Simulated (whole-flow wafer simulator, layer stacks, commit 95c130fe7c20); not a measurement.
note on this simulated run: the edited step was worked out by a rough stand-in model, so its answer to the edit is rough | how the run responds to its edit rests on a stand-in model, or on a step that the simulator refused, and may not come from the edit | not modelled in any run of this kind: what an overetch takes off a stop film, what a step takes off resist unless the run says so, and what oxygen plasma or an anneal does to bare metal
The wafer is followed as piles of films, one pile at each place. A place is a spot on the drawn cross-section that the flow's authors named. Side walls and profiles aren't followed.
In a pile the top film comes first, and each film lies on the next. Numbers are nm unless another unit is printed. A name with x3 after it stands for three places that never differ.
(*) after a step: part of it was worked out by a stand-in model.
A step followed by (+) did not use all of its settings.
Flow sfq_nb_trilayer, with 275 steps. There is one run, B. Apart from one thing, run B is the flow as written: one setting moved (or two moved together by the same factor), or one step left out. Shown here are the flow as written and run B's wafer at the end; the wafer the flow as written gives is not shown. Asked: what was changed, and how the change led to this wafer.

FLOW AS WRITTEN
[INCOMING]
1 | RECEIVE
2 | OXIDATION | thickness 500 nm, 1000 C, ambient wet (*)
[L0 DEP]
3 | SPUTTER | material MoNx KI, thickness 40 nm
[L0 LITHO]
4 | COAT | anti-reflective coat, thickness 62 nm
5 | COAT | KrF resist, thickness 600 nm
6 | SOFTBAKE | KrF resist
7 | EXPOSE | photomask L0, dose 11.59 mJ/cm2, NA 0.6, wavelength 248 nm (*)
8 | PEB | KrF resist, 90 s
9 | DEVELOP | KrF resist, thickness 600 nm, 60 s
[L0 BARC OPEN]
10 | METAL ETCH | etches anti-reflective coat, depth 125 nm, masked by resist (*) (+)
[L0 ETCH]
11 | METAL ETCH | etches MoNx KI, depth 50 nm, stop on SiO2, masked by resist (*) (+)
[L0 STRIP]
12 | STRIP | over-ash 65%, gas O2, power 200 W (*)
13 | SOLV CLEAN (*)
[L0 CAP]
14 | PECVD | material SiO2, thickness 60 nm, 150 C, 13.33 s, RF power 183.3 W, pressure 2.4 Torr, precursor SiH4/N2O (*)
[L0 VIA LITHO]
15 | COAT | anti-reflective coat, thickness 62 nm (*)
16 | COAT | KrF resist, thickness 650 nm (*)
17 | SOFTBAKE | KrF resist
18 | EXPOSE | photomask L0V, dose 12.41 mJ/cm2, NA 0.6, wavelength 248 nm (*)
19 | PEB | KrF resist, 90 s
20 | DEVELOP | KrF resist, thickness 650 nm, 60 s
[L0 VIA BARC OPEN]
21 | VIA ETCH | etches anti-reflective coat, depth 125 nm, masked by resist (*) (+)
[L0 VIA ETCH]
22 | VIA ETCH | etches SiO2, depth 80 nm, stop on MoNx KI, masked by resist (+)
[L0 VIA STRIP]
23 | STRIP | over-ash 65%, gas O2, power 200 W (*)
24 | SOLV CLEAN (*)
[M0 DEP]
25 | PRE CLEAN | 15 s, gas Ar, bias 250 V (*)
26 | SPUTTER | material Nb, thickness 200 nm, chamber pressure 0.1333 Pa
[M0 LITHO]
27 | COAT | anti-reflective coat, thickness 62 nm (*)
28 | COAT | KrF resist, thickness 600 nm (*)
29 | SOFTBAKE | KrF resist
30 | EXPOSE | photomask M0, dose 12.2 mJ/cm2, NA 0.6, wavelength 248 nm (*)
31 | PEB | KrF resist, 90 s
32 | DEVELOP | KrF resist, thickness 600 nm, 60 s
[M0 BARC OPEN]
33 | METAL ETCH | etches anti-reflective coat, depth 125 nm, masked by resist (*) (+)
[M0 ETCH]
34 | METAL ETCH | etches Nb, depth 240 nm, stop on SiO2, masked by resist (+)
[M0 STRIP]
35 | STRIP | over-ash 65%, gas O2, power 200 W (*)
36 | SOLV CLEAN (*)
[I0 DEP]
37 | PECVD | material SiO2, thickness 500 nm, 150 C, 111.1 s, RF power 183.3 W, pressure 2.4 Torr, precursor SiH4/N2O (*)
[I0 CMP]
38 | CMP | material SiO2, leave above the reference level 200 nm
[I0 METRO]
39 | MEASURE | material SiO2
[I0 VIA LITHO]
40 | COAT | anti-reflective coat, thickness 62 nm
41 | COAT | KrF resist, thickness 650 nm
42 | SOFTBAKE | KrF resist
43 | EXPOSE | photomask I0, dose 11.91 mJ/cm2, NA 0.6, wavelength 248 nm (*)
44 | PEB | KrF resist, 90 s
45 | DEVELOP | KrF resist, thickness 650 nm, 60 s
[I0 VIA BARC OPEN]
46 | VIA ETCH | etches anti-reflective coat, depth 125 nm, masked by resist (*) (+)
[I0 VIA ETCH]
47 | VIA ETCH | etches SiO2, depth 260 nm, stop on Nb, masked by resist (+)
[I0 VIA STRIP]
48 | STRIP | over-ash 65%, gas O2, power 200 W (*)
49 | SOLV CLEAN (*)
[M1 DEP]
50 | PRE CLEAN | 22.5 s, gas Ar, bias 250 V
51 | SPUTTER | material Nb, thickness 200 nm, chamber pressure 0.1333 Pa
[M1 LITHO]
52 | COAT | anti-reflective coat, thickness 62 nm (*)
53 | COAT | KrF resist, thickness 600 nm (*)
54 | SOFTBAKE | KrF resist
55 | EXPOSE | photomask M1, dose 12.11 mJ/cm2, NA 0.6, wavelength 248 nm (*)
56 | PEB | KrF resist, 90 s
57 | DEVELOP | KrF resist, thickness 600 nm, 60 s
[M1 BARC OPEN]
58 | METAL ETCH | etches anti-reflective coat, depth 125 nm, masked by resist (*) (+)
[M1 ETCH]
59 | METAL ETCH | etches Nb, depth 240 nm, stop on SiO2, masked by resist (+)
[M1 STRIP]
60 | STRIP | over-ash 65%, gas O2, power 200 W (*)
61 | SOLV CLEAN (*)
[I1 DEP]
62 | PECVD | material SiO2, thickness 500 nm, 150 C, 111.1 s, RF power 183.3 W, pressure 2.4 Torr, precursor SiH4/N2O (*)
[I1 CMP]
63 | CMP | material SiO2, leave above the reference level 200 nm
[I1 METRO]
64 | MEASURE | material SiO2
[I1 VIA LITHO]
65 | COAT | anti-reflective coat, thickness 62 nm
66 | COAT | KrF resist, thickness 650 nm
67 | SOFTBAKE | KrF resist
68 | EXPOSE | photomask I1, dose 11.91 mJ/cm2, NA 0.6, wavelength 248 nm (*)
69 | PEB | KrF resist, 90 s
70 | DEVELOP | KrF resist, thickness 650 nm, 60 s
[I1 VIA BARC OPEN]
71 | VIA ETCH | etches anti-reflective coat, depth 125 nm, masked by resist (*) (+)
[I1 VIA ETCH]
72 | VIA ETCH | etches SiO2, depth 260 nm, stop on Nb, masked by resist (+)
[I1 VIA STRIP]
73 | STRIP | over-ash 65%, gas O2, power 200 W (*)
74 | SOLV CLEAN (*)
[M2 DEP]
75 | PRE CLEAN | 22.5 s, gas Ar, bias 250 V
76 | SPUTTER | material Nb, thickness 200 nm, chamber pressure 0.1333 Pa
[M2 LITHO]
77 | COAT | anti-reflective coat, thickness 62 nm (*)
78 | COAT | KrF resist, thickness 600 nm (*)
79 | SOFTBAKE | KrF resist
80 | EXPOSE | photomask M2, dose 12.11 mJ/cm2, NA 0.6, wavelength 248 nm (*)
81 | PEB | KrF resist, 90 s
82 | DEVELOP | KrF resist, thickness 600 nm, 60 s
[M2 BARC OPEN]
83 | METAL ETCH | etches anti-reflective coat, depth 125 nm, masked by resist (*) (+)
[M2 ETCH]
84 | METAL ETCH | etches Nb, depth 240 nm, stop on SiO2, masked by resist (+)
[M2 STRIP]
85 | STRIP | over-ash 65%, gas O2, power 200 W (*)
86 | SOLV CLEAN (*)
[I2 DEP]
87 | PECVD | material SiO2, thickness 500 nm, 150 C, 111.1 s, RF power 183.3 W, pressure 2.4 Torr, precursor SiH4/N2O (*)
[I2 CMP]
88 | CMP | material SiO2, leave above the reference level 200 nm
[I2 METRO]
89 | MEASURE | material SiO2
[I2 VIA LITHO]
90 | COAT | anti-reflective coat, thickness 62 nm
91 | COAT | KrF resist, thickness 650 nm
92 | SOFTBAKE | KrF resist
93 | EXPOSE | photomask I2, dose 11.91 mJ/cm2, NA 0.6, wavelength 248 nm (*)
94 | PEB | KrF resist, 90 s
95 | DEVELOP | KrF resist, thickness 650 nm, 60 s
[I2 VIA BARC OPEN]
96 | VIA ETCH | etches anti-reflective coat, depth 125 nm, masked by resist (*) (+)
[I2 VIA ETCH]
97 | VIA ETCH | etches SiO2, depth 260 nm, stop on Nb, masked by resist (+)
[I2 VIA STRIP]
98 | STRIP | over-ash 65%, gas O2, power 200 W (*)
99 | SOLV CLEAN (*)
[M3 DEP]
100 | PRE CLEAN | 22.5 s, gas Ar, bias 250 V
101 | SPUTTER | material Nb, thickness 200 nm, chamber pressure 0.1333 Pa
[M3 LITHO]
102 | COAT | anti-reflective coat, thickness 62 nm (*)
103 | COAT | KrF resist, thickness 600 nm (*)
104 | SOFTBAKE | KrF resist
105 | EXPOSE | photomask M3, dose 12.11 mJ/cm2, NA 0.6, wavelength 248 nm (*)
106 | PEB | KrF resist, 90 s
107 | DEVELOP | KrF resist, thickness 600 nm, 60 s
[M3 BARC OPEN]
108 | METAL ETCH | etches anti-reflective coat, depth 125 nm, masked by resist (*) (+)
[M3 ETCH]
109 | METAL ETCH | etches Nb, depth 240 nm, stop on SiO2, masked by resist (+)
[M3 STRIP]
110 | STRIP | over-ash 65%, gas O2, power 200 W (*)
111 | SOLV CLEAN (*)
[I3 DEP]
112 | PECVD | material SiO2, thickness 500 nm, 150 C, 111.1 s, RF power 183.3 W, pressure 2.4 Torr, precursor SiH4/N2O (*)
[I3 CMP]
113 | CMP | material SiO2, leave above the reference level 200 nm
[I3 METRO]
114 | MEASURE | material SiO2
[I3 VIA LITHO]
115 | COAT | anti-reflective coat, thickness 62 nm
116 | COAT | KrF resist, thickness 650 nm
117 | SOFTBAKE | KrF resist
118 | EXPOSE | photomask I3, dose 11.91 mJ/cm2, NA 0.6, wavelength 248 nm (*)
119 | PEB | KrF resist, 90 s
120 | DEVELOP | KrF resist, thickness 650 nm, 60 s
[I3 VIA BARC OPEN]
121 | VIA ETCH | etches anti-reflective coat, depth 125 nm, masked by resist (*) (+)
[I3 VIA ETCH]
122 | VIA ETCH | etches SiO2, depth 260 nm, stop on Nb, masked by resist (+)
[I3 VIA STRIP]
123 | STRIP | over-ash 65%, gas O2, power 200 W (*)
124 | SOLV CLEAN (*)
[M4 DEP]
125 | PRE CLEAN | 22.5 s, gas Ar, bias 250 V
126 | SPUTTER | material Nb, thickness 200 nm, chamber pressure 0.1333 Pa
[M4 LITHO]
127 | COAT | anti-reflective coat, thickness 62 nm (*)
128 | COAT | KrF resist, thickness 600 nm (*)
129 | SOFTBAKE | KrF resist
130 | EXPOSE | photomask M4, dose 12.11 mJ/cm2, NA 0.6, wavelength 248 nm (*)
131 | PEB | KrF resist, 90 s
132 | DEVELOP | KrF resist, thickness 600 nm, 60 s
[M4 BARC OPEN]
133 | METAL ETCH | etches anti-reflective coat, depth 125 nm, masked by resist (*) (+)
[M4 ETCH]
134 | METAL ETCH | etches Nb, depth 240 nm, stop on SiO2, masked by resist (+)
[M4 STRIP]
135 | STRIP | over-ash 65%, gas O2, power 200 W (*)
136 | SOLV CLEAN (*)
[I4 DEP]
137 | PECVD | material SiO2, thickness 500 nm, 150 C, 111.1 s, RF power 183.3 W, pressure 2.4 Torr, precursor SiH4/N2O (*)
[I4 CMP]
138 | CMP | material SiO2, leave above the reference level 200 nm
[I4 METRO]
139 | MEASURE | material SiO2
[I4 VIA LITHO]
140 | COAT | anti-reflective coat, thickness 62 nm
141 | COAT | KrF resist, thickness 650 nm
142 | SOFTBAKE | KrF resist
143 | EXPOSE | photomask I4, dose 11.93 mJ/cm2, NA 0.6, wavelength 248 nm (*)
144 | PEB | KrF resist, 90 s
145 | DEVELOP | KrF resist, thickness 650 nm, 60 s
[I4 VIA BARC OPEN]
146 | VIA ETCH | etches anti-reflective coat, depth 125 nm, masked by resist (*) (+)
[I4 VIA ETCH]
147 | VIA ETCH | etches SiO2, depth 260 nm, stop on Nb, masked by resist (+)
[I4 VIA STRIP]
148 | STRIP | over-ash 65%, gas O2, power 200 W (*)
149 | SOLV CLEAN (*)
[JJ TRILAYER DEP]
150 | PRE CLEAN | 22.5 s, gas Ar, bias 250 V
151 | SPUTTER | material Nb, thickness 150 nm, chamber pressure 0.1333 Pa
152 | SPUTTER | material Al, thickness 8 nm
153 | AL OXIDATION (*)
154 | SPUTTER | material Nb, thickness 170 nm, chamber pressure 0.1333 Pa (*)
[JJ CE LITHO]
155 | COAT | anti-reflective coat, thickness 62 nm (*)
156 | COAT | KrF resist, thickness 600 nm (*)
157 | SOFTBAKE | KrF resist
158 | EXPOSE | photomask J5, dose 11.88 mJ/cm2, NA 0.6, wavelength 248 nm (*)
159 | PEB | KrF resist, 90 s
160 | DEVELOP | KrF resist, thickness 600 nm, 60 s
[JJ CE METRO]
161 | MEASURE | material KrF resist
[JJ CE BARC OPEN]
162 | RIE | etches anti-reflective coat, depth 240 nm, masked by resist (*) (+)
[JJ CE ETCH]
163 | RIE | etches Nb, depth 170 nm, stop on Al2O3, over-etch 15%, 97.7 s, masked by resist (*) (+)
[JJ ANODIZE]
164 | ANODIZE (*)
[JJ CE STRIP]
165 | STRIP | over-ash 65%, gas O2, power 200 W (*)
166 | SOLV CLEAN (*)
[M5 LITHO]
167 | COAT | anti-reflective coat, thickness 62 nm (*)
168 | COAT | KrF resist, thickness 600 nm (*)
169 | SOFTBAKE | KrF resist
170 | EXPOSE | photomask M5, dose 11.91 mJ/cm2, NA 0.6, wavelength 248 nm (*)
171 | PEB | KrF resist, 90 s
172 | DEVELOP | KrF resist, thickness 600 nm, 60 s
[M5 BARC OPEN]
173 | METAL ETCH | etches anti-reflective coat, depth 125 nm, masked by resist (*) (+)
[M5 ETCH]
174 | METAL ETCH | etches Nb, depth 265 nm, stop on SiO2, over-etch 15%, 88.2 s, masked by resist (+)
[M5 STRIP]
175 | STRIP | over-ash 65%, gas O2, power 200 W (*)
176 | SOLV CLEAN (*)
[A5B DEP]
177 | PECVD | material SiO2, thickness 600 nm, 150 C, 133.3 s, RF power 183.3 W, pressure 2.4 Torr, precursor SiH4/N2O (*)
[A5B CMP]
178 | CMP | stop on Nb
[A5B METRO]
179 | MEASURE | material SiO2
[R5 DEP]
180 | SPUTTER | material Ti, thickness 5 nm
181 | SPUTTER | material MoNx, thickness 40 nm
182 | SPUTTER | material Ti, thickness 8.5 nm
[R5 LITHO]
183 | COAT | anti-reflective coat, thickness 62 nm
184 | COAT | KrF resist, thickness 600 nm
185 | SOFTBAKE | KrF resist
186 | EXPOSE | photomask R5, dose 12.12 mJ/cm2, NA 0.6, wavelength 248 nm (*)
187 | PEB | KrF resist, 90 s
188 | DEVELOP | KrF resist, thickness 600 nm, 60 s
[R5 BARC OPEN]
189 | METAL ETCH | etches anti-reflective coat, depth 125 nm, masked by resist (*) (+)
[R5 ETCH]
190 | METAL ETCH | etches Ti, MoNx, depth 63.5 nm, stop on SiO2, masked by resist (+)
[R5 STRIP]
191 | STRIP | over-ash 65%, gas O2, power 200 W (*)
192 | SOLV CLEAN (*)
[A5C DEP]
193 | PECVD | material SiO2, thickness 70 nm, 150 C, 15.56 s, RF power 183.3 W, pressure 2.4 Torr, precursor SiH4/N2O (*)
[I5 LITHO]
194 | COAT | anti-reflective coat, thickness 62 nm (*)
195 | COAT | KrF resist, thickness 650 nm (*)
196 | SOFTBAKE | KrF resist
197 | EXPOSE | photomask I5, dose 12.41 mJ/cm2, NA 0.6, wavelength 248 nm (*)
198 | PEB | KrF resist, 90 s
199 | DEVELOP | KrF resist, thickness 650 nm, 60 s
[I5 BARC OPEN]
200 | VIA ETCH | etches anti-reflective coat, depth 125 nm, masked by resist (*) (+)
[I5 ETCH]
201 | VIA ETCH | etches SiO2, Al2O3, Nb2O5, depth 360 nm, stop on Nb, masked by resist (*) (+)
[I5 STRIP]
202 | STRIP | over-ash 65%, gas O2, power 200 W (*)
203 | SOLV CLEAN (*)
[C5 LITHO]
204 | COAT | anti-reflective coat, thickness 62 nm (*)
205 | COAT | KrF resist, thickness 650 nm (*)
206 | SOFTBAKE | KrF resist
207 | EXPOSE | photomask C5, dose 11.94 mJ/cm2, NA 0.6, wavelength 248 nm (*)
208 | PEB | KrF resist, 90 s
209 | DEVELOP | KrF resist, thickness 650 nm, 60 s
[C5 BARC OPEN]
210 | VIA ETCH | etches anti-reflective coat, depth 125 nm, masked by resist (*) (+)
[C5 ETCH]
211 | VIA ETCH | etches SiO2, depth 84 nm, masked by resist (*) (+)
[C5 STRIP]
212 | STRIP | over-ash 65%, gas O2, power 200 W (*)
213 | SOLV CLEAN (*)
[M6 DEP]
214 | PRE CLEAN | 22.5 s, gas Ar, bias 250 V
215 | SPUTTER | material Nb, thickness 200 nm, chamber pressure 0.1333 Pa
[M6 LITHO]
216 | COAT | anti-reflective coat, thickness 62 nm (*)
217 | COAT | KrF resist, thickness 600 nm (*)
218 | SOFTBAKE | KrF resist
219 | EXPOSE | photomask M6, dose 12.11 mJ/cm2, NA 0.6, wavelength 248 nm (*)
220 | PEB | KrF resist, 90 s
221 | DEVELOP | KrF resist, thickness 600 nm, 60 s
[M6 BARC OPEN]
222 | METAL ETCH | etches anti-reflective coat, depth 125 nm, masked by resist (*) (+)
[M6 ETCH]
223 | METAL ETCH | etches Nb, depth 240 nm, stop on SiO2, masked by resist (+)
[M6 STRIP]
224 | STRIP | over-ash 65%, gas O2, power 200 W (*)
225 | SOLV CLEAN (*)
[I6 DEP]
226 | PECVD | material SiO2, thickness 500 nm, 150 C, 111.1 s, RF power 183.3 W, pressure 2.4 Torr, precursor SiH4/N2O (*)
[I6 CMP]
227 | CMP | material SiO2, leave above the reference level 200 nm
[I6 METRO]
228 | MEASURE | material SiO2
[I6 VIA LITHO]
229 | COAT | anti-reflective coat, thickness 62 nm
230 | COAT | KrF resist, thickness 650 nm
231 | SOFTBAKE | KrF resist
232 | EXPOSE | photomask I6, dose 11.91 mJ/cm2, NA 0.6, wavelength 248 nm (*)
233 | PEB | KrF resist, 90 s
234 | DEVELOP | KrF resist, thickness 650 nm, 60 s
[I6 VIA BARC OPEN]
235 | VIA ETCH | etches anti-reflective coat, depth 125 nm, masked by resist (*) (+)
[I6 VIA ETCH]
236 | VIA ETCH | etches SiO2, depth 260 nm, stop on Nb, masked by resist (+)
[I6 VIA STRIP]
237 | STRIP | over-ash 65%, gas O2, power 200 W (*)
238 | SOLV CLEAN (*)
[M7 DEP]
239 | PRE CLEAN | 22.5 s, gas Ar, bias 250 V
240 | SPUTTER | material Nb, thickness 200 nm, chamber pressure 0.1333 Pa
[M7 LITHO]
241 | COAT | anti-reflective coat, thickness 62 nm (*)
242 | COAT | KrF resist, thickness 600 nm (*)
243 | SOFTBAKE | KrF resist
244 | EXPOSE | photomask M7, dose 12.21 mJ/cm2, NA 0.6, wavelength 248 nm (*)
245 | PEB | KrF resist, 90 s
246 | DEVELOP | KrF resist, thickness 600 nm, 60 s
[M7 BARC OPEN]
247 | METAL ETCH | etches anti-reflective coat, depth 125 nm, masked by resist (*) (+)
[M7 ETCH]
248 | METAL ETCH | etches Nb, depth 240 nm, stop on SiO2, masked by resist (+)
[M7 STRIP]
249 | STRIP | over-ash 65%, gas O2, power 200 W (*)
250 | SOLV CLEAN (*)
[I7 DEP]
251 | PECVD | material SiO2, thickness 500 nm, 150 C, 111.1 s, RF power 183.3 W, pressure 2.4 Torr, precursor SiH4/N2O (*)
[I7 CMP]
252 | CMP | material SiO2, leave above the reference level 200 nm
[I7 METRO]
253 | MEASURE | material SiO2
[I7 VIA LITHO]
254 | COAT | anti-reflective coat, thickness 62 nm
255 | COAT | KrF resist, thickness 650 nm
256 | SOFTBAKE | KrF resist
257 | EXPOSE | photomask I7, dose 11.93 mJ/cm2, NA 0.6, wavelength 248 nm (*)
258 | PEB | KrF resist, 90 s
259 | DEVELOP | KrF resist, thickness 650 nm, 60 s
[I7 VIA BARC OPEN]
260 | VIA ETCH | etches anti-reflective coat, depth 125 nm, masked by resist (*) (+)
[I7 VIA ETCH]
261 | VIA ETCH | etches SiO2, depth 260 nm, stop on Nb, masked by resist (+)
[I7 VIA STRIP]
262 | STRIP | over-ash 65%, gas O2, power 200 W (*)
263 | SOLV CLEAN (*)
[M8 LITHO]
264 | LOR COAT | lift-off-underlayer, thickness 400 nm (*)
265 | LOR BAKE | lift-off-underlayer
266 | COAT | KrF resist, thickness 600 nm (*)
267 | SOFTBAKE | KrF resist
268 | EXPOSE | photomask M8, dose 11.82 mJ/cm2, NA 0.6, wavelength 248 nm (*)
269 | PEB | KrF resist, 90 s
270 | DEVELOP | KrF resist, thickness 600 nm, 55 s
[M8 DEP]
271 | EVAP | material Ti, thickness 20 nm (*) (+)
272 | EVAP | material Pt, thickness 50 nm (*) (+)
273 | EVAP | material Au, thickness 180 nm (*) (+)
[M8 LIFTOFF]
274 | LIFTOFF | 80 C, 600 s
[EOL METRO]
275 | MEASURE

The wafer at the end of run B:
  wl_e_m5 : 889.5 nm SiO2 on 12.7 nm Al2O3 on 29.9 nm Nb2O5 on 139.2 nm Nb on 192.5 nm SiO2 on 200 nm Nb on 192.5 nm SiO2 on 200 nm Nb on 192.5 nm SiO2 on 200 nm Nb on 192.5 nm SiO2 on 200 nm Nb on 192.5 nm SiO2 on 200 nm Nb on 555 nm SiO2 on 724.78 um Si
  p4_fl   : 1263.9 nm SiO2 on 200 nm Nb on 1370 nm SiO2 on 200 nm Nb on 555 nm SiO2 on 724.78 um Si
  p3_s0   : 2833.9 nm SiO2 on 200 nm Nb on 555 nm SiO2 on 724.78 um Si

The reason: step 251, PECVD: thickness 288 nm was run, though the flow has thickness 500 nm; step 251, PECVD: 63.89 s was run, where the flow has 111.1 s.

Step by step, how the change led to this:
  251 | PECVD | material SiO2, thickness 500 nm, 150 C, 111.1 s, RF power 183.3 W, pressure 2.4 Torr, precursor SiH4/N2O (*)
      field_l, p4_fl, p4_fm and 56 more: +288 SiO2 (in the flow as written it would be: +500 SiO2)
      v_sur, via_wl, via_w and 37 more: +288 SiO2 (new film) (in the flow as written it would be: +500 SiO2 (new film))
      (and at 7 other places as well)
  252 | CMP | material SiO2, leave above the reference level 200 nm
      field_l, p4_fl, p4_fm and 56 more: nothing (in the flow as written it would be: -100 SiO2)
      field_r, lsp_l: nothing (in the flow as written it would be: -77.7 SiO2)
      (and at 45 other places as well)
  254 | COAT | anti-reflective coat, thickness 62 nm
      p3_l3, p3_s3, p3_l4, p3_s4, p3_l5, m0r_line_l, m0r_line_r, m6r_line_l x2: +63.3 anti-reflective coat (new film) (in the flow as written it would be: +62 anti-reflective coat (new film))
      gap, jj_sur, ce_l, be_r: +56.9 anti-reflective coat (new film) (in the flow as written it would be: +62 anti-reflective coat (new film))
      (and at 85 other places as well)
  255 | COAT | KrF resist, thickness 650 nm
      ce_l, c5j, ce_r, sp_r: +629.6 KrF resist (new film) (in the flow as written it would be: +650 KrF resist (new film))
      m0r_line_l, m0r_line_r, m6r_line_l x2: +672 KrF resist (new film) (in the flow as written it would be: +650 KrF resist (new film))
      (and at 59 other places as well)
  259 | DEVELOP | KrF resist, thickness 650 nm, 60 s
      via_wl: -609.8 KrF resist (all of it) (in the flow as written it would be: -648.6 KrF resist (all of it))
      via_w: -616 KrF resist (all of it) (in the flow as written it would be: -648.6 KrF resist (all of it))
      (and at 1 other place as well)
  260 | VIA ETCH | etches anti-reflective coat, depth 125 nm, masked by resist (*) (+)
      field_l, v_sur, via_sp and 100 more: -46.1 KrF resist (in the flow as written it would be: -51.7 KrF resist)
      via_wl: -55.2 anti-reflective coat (all of it), -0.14 SiO2 (in the flow as written it would be: -62 anti-reflective coat (all of it), -0.16 SiO2)
      (and at 2 other places as well)
  262 | STRIP | over-ash 65%, gas O2, power 200 W (*)
      m0r_line_l, m0r_line_r, m6r_line_l x2: -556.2 KrF resist (all of it), -63.3 anti-reflective coat (all of it) (in the flow as written it would be: -528.6 KrF resist (all of it), -62 anti-reflective coat (all of it))
      m0r_space_l, m0r_space_r, m6r_space_l x2: -547.8 KrF resist (all of it), -76.7 anti-reflective coat (all of it) (in the flow as written it would be: -528.6 KrF resist (all of it), -62 anti-reflective coat (all of it))
      (and at 89 other places as well)
  264 | LOR COAT | lift-off-underlayer, thickness 400 nm (*)
      m0r_line_l, m0r_line_r, m6r_line_l x2: +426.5 lift-off-underlayer (new film) (in the flow as written it would be: +400 lift-off-underlayer (new film))
      m0r_space_l, m0r_space_r, m6r_space_l x2: +436 lift-off-underlayer (new film) (in the flow as written it would be: +400 lift-off-underlayer (new film))
      (and at 80 other places as well)
  266 | COAT | KrF resist, thickness 600 nm (*)
      c5j, ce_r: +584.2 KrF resist (new film) (in the flow as written it would be: +597.1 KrF resist (new film))
      wl_d_m1, wl_d_sr: +618.6 KrF resist (new film) (in the flow as written it would be: +600 KrF resist (new film))
      (and at 32 other places as well)
  270 | DEVELOP | KrF resist, thickness 600 nm, 55 s
      field_l: -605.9 KrF resist (all of it), -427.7 lift-off-underlayer (all of it) (in the flow as written it would be: -593.7 KrF resist (all of it), -388.2 lift-off-underlayer (all of it))
      v_sur: -594.3 KrF resist (all of it), -329.7 lift-off-underlayer (all of it) (in the flow as written it would be: -607.3 KrF resist (all of it), -369.4 lift-off-underlayer (all of it))
      (and at 9 other places as well)
  274 | LIFTOFF | 80 C, 600 s
      m0r_line_l, m0r_line_r, m6r_line_l x2: -180 Au (all of it), -50 Pt (all of it), -20 Ti (all of it), -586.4 KrF resist (all of it), -426.5 lift-off-underlayer (all of it) (in the flow as written it would be: -180 Au (all of it), -50 Pt (all of it), -20 Ti (all of it), -576.2 KrF resist (all of it), -400 lift-off-underlayer (all of it))
      m0r_space_l, m0r_space_r, m6r_space_l x2: -180 Au (all of it), -50 Pt (all of it), -20 Ti (all of it), -578.8 KrF resist (all of it), -436 lift-off-underlayer (all of it) (in the flow as written it would be: -180 Au (all of it), -50 Pt (all of it), -20 Ti (all of it), -576.2 KrF resist (all of it), -400 lift-off-underlayer (all of it))
      (and at 69 other places as well)
